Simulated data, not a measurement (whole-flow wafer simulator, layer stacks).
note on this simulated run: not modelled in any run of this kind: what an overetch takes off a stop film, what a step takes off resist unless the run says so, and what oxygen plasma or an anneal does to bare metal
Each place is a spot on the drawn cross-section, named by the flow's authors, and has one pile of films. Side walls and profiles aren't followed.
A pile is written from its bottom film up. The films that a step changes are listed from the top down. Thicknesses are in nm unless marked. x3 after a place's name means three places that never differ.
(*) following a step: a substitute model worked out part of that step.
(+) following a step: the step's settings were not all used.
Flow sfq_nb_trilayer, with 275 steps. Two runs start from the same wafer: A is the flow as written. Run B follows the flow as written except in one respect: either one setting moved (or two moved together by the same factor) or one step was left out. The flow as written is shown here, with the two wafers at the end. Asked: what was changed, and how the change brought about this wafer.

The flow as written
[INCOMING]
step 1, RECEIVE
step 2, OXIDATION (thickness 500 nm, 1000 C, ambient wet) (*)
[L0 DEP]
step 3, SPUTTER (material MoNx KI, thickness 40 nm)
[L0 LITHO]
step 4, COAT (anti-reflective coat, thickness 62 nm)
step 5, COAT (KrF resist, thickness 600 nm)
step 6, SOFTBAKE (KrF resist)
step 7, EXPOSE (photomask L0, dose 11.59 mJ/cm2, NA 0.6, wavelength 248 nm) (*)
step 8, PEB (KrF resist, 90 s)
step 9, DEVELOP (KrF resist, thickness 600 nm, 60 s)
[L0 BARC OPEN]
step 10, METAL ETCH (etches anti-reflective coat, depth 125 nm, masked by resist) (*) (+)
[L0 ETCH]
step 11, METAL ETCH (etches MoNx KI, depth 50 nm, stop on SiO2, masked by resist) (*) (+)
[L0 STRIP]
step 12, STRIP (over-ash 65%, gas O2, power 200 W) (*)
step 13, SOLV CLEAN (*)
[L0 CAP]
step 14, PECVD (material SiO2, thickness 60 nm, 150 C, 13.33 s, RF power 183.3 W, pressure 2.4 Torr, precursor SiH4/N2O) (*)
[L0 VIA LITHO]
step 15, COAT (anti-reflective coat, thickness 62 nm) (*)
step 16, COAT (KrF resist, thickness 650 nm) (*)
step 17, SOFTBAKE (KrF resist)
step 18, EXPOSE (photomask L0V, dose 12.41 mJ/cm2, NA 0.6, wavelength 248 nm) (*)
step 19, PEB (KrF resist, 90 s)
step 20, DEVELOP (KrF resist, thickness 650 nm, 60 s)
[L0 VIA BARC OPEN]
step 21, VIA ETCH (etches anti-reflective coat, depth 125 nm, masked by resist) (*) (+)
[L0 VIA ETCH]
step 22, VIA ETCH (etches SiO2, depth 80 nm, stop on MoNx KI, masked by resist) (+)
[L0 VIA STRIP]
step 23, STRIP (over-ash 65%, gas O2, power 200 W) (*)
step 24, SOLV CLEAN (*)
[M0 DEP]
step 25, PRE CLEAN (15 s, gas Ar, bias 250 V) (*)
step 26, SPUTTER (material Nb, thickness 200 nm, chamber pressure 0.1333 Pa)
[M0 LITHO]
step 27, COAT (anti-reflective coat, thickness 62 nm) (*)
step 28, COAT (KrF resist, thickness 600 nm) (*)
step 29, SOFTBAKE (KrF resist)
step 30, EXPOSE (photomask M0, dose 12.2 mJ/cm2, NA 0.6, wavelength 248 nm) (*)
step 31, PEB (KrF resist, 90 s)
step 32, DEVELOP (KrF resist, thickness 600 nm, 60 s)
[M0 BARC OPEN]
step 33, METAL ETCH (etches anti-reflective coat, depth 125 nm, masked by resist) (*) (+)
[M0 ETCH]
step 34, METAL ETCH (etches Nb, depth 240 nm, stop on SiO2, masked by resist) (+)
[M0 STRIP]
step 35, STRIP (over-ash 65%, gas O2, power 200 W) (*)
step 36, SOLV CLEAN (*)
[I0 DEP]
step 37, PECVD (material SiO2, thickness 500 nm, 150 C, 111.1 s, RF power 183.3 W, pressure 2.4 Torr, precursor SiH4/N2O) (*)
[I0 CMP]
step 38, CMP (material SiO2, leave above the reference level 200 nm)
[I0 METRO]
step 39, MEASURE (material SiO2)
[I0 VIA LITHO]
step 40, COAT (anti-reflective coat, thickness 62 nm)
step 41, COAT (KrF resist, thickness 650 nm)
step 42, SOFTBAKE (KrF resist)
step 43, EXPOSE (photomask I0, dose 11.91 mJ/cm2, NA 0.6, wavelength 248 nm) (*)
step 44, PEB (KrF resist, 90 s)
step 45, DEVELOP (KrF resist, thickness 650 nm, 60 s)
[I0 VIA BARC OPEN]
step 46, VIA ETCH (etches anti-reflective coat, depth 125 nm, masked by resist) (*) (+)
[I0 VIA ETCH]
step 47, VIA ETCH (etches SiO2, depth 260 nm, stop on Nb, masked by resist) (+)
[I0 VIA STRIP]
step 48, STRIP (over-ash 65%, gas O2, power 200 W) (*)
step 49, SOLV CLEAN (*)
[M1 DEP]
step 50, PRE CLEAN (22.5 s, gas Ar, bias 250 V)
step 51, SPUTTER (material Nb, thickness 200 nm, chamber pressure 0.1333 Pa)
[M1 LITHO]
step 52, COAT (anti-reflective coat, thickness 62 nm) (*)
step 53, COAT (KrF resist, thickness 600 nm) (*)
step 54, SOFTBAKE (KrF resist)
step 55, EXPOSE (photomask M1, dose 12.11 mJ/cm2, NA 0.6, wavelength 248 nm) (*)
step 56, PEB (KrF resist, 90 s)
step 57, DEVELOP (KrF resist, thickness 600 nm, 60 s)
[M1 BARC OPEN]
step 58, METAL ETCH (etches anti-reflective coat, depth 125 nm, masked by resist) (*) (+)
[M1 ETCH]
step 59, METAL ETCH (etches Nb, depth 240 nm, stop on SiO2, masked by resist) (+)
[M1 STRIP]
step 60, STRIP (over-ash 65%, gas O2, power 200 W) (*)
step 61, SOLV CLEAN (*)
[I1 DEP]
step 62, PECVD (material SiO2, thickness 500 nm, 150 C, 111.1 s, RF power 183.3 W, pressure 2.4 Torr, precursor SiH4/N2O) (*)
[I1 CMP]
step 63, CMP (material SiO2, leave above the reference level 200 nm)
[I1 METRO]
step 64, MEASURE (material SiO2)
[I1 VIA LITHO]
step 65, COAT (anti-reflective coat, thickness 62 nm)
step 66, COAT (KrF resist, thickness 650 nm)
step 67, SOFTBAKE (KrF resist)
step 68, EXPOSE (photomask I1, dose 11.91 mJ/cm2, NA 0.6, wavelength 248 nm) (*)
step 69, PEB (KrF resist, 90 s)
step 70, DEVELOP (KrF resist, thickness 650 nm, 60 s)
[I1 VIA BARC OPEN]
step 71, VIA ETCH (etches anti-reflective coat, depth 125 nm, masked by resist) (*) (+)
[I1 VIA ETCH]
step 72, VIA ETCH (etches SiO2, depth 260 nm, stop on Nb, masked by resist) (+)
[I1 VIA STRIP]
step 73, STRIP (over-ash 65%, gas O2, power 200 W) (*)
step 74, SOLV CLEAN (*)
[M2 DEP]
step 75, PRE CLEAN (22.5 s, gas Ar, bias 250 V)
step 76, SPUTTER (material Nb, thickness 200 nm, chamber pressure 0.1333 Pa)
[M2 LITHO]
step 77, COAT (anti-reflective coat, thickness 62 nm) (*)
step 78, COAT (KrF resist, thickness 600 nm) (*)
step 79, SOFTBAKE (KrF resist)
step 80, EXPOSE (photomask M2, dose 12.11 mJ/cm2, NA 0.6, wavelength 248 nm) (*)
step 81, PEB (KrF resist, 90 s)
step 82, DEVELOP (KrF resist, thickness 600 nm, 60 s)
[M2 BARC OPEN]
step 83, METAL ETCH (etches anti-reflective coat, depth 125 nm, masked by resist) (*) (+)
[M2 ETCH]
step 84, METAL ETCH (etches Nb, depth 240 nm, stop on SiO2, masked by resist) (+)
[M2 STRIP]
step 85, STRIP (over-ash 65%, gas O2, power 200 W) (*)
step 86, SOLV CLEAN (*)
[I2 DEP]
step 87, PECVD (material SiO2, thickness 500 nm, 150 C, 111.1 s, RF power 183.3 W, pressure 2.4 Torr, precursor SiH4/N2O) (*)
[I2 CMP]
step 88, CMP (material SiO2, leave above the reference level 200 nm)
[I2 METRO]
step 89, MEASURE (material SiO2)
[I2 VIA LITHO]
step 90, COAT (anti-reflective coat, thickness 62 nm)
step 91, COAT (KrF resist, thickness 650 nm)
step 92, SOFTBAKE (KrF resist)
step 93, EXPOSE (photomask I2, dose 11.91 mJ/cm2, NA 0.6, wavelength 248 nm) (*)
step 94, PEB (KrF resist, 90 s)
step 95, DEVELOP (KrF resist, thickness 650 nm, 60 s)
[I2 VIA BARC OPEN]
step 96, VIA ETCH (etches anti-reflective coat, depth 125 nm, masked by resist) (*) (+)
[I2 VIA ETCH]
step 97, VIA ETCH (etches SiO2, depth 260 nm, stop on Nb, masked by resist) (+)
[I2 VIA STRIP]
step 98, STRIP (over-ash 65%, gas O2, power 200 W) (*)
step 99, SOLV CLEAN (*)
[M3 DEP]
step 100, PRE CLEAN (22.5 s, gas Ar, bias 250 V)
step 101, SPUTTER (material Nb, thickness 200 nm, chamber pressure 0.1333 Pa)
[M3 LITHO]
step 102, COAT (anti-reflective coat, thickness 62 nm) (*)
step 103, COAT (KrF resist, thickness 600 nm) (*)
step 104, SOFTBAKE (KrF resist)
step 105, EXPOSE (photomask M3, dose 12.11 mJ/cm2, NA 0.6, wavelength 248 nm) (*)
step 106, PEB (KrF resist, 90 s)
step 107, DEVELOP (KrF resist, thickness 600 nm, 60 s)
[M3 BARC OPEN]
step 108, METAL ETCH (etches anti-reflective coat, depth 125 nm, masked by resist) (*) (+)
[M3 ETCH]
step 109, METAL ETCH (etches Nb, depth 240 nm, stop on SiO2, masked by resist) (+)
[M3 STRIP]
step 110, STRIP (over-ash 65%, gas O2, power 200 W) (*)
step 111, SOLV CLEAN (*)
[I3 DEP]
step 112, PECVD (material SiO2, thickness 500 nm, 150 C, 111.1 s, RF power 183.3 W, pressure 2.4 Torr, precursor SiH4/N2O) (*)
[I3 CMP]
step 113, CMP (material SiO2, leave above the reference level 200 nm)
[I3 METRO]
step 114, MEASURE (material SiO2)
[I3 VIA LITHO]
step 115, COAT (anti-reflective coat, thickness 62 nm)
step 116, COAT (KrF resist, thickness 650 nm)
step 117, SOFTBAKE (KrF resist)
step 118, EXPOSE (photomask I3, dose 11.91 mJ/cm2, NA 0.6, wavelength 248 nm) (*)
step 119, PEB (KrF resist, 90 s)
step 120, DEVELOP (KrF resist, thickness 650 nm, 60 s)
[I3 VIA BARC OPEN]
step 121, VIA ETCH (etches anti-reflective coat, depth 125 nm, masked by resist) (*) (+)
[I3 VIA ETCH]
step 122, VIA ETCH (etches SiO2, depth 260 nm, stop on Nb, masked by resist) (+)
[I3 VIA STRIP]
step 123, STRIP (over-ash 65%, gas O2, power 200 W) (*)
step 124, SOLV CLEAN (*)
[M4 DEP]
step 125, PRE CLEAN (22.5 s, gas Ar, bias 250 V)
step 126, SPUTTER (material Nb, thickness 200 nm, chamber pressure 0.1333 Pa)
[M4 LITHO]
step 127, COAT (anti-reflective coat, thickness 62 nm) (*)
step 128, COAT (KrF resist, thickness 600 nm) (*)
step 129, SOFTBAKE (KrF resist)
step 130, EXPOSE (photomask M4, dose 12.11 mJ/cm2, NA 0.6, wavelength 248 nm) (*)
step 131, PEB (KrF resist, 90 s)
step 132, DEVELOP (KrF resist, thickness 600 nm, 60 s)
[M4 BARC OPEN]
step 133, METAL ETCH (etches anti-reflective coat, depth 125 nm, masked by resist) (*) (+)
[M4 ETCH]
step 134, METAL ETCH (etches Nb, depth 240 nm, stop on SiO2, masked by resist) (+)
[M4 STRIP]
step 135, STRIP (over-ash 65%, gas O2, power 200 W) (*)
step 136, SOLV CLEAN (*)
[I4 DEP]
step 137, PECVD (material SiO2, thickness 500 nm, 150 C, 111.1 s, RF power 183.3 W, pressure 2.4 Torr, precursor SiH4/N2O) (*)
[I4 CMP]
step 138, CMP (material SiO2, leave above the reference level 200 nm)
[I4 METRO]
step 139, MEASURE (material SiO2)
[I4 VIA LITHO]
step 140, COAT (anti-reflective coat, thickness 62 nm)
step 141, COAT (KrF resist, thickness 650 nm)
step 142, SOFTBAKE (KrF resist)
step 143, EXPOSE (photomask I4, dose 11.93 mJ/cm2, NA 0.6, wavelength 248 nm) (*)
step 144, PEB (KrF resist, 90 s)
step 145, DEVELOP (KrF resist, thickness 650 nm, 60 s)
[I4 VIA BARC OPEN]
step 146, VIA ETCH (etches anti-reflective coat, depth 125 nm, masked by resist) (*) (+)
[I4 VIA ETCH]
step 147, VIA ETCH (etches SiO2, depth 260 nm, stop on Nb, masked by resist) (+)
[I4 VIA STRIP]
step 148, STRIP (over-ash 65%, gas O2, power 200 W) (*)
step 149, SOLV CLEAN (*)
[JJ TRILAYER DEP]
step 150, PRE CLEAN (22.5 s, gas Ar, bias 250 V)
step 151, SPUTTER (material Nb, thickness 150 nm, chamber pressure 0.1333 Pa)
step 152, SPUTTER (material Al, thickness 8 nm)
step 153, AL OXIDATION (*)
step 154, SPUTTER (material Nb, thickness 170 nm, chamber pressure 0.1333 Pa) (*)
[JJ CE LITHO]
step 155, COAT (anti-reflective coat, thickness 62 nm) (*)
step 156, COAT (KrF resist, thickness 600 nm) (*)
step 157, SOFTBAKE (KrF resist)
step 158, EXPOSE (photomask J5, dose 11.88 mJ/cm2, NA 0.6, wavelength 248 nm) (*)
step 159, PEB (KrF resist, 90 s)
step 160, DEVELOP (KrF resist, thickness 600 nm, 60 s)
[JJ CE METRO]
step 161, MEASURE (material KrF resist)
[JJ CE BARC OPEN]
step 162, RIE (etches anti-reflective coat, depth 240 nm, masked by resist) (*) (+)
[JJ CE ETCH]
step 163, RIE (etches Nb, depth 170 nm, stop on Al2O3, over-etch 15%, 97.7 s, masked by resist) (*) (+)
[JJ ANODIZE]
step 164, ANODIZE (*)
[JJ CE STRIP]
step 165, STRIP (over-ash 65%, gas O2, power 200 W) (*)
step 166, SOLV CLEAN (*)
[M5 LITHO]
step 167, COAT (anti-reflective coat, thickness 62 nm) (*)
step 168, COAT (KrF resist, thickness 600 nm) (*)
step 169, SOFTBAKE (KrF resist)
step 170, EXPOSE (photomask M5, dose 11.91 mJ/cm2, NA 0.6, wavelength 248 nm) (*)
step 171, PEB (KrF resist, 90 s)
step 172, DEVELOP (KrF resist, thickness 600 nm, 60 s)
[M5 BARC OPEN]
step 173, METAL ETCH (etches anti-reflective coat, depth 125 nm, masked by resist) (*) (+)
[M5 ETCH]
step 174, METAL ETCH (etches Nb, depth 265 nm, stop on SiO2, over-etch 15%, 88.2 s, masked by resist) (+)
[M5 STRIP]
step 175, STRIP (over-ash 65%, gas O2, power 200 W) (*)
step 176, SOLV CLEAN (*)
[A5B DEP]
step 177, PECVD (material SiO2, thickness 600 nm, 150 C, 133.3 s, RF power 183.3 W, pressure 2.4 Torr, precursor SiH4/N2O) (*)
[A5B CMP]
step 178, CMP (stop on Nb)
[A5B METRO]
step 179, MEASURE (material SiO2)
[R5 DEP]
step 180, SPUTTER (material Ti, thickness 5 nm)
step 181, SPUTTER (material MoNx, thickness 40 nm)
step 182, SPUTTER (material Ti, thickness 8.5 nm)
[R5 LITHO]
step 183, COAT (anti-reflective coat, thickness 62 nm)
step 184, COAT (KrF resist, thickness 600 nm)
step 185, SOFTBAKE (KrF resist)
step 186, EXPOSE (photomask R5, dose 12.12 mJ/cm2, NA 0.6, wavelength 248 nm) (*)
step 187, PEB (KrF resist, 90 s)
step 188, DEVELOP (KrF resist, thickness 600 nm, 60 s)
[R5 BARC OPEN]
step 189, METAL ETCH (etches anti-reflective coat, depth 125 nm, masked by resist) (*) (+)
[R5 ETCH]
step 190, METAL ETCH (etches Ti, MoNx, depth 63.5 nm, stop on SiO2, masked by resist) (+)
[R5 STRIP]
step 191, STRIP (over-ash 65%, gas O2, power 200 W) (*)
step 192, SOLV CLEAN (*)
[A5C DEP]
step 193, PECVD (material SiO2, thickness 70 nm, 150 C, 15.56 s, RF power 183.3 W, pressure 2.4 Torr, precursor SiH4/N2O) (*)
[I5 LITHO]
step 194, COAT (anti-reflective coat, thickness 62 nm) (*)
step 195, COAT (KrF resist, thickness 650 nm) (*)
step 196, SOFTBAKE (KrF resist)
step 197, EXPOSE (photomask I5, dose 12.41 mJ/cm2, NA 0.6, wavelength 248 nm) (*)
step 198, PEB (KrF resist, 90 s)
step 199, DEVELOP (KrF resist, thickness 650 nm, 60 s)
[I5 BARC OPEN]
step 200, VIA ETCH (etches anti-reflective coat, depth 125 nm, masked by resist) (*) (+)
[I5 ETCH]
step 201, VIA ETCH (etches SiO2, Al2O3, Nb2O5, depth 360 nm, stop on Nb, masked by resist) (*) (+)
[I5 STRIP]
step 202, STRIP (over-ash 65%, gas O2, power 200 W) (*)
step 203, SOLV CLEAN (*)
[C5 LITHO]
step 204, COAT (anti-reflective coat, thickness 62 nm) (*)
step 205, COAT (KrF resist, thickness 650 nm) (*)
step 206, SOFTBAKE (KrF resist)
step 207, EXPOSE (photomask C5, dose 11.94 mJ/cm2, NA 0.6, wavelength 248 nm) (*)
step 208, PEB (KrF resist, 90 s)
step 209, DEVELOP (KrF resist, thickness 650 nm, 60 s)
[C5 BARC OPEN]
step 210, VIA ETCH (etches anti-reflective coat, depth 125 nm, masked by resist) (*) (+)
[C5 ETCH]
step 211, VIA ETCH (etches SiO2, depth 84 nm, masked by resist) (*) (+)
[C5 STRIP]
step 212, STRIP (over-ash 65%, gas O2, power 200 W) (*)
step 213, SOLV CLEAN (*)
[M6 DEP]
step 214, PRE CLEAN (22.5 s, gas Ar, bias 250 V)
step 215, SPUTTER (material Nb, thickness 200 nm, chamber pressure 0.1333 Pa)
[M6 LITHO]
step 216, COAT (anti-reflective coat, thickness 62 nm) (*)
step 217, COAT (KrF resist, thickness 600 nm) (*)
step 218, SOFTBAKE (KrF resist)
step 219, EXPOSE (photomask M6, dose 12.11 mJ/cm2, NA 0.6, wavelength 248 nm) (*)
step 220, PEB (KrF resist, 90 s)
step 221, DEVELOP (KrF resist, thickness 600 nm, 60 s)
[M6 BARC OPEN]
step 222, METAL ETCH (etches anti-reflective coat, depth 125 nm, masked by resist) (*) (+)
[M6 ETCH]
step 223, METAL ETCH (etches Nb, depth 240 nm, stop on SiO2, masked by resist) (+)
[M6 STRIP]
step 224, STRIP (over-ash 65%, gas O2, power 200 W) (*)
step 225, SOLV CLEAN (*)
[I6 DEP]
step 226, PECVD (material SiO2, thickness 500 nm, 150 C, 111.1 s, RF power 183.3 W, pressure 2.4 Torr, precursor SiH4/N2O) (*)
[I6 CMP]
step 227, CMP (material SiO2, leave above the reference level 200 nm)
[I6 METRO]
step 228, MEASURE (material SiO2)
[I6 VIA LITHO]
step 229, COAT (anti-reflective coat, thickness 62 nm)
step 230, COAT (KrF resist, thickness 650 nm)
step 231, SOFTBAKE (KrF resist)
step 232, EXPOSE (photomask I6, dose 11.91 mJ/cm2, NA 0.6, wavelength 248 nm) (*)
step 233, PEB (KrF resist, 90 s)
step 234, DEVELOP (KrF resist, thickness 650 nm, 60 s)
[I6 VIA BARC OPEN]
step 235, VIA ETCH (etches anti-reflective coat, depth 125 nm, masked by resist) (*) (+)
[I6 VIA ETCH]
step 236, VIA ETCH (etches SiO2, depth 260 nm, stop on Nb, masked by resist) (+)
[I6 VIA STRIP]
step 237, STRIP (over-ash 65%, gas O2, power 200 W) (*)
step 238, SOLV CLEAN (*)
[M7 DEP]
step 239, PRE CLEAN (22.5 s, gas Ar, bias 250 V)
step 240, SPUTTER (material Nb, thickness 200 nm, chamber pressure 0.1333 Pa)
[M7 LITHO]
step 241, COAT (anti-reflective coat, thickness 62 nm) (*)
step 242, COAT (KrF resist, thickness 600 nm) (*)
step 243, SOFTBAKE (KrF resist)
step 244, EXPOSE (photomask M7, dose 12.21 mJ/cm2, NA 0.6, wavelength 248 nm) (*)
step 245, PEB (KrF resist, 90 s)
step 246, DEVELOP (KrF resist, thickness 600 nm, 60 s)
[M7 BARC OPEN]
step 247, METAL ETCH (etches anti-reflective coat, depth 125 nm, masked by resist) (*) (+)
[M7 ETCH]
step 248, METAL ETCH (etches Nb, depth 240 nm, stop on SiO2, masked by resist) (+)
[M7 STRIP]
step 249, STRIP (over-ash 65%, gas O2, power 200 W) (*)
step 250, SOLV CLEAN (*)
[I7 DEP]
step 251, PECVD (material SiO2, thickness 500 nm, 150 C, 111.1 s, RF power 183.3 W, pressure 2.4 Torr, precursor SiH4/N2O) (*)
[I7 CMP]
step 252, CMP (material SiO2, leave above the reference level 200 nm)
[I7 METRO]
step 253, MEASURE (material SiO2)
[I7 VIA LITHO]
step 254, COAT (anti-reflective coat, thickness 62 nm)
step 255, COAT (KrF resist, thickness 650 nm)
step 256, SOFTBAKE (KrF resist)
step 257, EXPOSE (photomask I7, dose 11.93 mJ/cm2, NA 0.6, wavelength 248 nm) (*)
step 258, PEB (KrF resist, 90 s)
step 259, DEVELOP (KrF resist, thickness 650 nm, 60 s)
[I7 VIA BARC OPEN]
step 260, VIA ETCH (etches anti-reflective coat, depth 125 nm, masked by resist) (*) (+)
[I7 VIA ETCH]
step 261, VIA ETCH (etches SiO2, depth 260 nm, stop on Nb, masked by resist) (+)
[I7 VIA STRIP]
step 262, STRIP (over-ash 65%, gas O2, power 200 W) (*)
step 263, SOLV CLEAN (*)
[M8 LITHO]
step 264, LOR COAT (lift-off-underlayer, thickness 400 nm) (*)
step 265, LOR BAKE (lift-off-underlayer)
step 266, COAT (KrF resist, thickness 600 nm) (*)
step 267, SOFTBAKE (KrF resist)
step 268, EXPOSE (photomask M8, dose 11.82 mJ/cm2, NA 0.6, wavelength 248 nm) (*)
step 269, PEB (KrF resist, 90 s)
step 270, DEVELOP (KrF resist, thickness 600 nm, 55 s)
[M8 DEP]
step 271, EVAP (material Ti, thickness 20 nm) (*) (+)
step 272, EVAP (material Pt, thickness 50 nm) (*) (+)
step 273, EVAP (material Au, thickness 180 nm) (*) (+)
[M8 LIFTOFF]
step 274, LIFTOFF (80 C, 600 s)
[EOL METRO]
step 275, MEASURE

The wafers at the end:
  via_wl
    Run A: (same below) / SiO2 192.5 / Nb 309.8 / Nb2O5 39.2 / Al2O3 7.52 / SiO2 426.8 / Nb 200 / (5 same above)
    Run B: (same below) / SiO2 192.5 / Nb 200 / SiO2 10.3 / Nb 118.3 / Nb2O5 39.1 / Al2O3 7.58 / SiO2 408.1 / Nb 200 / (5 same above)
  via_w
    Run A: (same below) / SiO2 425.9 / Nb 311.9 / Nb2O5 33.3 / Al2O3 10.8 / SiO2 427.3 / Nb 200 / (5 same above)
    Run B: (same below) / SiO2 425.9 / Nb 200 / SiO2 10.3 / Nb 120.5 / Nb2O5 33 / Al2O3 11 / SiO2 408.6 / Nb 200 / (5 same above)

What caused this: step 147, VIA ETCH: depth 182 nm was run, while the flow as written has depth 260 nm.

Step by step, how the change led to this:
  step 147, VIA ETCH (etches SiO2, depth 260 nm, stop on Nb, masked by resist) (+)
      via_wl, via_w, via_wr: A -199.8 SiO2 (all of it) | B -182 SiO2
      field_l, v_sur, via_sp and 100 more: A -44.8 KrF resist | B -31.4 KrF resist
  step 148, STRIP (over-ash 65%, gas O2, power 200 W) (*)
      field_l, v_sur, via_sp and 100 more: A -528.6 KrF resist (all of it), -62 anti-reflective coat (all of it) | B -542.1 KrF resist (all of it), -62 anti-reflective coat (all of it)
  step 150, PRE CLEAN (22.5 s, gas Ar, bias 250 V)
      via_wl, via_w, via_wr: A -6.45 Nb | B -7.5 SiO2
  step 151, SPUTTER (material Nb, thickness 150 nm, chamber pressure 0.1333 Pa)
      via_wl, via_w, via_wr: A +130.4 Nb | B +132.3 Nb (new film)
  step 154, SPUTTER (material Nb, thickness 170 nm, chamber pressure 0.1333 Pa) (*)
      via_wl, via_wr: A +140.7 Nb (new film) | B +143.6 Nb (new film)
      via_w: A +141 Nb (new film) | B +143.9 Nb (new film)
  step 155, COAT (anti-reflective coat, thickness 62 nm) (*)
      via_wl, via_wr: A +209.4 anti-reflective coat (new film) | B +193.1 anti-reflective coat (new film)
  step 156, COAT (KrF resist, thickness 600 nm) (*)
      via_w: A +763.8 KrF resist (new film) | B +747.9 KrF resist (new film)
  step 160, DEVELOP (KrF resist, thickness 600 nm, 60 s)
      via_w: A -762.1 KrF resist (all of it) | B -746.3 KrF resist (all of it)
  step 162, RIE (etches anti-reflective coat, depth 240 nm, masked by resist) (*) (+)
      ce_l, c5j, ce_r, wl_jj: A -209.4 KrF resist | B -193.1 KrF resist
      via_wl, via_wr: A -209.4 anti-reflective coat (all of it) | B -193.1 anti-reflective coat (all of it)
  step 163, RIE (etches Nb, depth 170 nm, stop on Al2O3, over-etch 15%, 97.7 s, masked by resist) (*) (+)
      via_wl, via_wr: A -140.7 Nb (all of it), -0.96 Al2O3 (all of it) | B -143.6 Nb (all of it), -0.96 Al2O3 (all of it)
      via_w: A -141 Nb (all of it), -0.96 Al2O3 (all of it) | B -143.9 Nb (all of it), -0.96 Al2O3 (all of it)
  step 165, STRIP (over-ash 65%, gas O2, power 200 W) (*)
      c5j, ce_r: A -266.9 KrF resist (all of it), -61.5 anti-reflective coat (all of it) | B -283.3 KrF resist (all of it), -61.5 anti-reflective coat (all of it)
      ce_l: A -266.8 KrF resist (all of it), -61.4 anti-reflective coat (all of it) | B -283.2 KrF resist (all of it), -61.5 anti-reflective coat (all of it)
      (and at 1 other place as well)
  step 167, COAT (anti-reflective coat, thickness 62 nm) (*)
      via_wl: A +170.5 anti-reflective coat (new film) | B +157.7 anti-reflective coat (new film)
      via_wr: A +170.6 anti-reflective coat (new film) | B +157.7 anti-reflective coat (new film)
      (and at 1 other place as well)
  step 175, STRIP (over-ash 65%, gas O2, power 200 W) (*)
      via_wl: A -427 KrF resist (all of it), -170.5 anti-reflective coat (all of it) | B -425.6 KrF resist (all of it), -157.7 anti-reflective coat (all of it)
      via_w: A -503.5 KrF resist (all of it), -84.1 anti-reflective coat (all of it) | B -491.1 KrF resist (all of it), -83.1 anti-reflective coat (all of it)
      (and at 2 other places as well)
  step 178, CMP (stop on Nb)
      via_wl, via_wr: A -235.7 SiO2 | B -254.4 SiO2
      via_w: A -235.2 SiO2 | B -253.9 SiO2
If metal films that touch count as one body, via_wl has 8 bodies (between them, from the top down: SiO2 192.5; SiO2 408.1 / Al2O3 7.58 / Nb2O5 39.1; SiO2 10.3; SiO2 192.5; SiO2 192.5; SiO2 192.5; SiO2 192.5); the flow as written gives 7 bodies (between them, from the top down: SiO2 192.5; SiO2 426.8 / Al2O3 7.52 / Nb2O5 39.2; SiO2 192.5; SiO2 192.5; SiO2 192.5; SiO2 192.5).
If metal films that touch count as one body, via_w has 6 bodies (between them, from the top down: SiO2 192.5; SiO2 408.6 / Al2O3 11 / Nb2O5 33; SiO2 10.3; SiO2 425.9; SiO2 416.9); the flow as written gives 5 bodies (between them, from the top down: SiO2 192.5; SiO2 427.3 / Al2O3 10.8 / Nb2O5 33.3; SiO2 425.9; SiO2 416.9).
